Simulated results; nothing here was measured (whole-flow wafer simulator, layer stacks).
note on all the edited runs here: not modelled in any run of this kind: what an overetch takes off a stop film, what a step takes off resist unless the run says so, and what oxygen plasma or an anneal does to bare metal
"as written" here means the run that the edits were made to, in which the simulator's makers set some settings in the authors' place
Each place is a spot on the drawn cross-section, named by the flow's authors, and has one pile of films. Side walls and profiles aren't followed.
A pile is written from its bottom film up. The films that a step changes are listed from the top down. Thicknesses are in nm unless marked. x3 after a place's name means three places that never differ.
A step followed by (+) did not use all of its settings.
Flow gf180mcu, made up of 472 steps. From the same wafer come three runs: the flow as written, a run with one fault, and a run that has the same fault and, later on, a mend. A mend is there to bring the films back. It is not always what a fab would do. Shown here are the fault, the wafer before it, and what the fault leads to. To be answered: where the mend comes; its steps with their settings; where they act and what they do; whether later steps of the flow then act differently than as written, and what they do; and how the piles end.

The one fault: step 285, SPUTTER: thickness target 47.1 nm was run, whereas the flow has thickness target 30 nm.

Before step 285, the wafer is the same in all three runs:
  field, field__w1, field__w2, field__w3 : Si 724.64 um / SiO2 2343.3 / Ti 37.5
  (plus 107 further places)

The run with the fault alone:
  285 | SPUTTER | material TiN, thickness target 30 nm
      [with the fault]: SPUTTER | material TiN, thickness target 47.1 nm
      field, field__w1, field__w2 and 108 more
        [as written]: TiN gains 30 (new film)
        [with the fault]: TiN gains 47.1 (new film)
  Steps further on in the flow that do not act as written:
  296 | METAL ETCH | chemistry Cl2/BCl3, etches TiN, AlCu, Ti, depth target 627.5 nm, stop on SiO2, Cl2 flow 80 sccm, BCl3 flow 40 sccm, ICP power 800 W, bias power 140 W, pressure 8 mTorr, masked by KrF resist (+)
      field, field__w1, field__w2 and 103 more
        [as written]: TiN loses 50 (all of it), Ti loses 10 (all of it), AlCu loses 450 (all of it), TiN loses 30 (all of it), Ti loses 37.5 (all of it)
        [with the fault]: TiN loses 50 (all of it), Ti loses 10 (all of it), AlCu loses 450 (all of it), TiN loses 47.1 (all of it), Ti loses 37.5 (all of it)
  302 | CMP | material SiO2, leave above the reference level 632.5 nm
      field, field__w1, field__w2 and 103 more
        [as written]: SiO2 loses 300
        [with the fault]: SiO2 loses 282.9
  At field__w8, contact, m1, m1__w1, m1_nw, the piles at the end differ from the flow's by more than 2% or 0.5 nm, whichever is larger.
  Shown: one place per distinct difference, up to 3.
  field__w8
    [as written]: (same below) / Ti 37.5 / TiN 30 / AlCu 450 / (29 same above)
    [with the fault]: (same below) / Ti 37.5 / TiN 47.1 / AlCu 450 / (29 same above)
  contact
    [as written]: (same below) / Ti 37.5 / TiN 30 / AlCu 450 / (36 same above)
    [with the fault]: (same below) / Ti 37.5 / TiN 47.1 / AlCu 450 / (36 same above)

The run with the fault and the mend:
  After step 285 comes the mend.
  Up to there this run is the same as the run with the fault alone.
  285a | METAL ETCH | chemistry Cl2/BCl3, etches TiN, AlCu, Ti, depth target 17.1 nm, Cl2 flow 80 sccm, BCl3 flow 40 sccm, ICP power 800 W, bias power 140 W, pressure 8 mTorr (the flow's step 260 again, with other settings)
      field, field__w1, field__w2 and 108 more
        TiN loses 17.1
  Later steps of the flow that are run all act as written at every place that is followed.
  At every place that both follow, the piles at the end match the flow's.
